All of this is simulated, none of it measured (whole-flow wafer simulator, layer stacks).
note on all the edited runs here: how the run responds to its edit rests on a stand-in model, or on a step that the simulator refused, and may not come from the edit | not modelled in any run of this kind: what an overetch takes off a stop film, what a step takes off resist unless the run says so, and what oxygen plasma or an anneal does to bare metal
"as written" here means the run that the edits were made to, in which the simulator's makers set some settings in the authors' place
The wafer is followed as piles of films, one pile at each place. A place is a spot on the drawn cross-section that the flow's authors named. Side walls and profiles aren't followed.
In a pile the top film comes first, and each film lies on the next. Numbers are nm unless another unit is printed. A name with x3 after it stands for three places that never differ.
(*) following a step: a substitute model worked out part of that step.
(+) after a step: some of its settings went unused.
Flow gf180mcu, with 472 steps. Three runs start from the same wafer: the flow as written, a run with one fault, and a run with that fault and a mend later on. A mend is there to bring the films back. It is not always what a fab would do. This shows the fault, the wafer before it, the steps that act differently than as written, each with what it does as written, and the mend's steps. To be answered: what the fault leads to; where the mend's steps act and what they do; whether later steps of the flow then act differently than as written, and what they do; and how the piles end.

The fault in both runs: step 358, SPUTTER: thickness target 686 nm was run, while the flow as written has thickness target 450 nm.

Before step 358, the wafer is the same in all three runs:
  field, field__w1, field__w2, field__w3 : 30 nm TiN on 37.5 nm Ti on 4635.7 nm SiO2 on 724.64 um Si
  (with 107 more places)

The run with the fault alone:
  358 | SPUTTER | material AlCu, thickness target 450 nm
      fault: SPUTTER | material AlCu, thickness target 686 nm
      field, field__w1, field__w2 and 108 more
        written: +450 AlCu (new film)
        fault: +686 AlCu (new film)
  Later steps of the flow acting differently than as written:
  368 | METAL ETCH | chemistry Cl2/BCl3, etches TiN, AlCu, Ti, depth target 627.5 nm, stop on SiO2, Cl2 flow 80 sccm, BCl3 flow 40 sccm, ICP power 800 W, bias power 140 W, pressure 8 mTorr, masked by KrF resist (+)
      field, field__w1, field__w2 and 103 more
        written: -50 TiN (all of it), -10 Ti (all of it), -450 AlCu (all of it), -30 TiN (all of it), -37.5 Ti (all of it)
        fault: -50 TiN (all of it), -10 Ti (all of it), -567.5 AlCu
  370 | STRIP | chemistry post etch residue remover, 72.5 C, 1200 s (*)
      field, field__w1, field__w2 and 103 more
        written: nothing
        fault: -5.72 AlCu
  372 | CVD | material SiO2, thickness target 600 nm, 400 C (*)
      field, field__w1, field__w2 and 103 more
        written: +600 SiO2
        fault: +600 SiO2 (new film)
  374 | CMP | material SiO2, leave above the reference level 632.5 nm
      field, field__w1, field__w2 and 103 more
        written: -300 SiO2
        fault: -244.3 SiO2
  The piles end different from the flow's at field, field__w1, field__w2 and 109 more by more than 2% or 0.5 nm, whichever is larger.
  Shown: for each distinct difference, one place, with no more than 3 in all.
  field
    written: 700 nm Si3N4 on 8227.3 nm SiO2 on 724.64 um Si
    fault: 700 nm Si3N4 on 3647.3 nm SiO2 on 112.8 nm AlCu on 30 nm TiN on 37.5 nm Ti on 4635.7 nm SiO2 on 724.64 um Si
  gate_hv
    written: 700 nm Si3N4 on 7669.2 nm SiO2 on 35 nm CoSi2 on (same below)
    fault: 700 nm Si3N4 on 3647.3 nm SiO2 on 112.8 nm AlCu on 30 nm TiN on 37.5 nm Ti on 4077.6 nm SiO2 on 35 nm CoSi2 on (same below)
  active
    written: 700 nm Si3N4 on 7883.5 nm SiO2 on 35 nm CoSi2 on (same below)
    fault: 700 nm Si3N4 on 3647.3 nm SiO2 on 112.8 nm AlCu on 30 nm TiN on 37.5 nm Ti on 4291.9 nm SiO2 on 35 nm CoSi2 on (same below)

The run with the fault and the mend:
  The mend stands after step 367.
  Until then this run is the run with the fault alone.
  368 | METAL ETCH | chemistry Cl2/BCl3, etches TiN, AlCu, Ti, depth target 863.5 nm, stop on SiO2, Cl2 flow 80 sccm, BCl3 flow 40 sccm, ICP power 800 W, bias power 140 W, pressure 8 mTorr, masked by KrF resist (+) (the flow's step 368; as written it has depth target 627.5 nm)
      field, field__w1, field__w2 and 103 more
        -50 TiN (all of it), -10 Ti (all of it), -686 AlCu (all of it), -30 TiN (all of it), -37.5 Ti (all of it)
      field__w8, contact, m1, m1__w1, m1_nw
        -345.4 KrF resist
  Later steps of the flow acting differently than as written:
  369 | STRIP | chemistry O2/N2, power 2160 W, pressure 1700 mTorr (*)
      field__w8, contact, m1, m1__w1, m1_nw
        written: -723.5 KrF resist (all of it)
        mend: -629.1 KrF resist (all of it)
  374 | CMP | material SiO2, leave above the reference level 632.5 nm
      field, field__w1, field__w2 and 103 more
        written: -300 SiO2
        mend: -64 SiO2
  The piles end different from the flow's at field, field__w1, field__w2 and 109 more by more than 2% or 0.5 nm, whichever is larger.
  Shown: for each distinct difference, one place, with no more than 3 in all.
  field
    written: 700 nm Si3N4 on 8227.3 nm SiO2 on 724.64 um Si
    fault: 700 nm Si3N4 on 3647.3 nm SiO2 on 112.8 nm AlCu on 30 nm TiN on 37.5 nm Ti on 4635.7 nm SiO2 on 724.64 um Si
    mend: 700 nm Si3N4 on 8463.3 nm SiO2 on 724.64 um Si
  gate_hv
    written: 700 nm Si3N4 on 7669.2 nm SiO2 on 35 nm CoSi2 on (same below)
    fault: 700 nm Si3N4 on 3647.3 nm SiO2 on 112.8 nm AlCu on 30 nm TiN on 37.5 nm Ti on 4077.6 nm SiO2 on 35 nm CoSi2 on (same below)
    mend: 700 nm Si3N4 on 7905.2 nm SiO2 on 35 nm CoSi2 on (same below)
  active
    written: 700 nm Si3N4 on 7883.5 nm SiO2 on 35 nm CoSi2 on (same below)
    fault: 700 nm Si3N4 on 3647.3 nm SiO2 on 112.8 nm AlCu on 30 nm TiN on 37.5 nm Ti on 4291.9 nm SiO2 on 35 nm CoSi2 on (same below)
    mend: 700 nm Si3N4 on 8119.5 nm SiO2 on 35 nm CoSi2 on (same below)
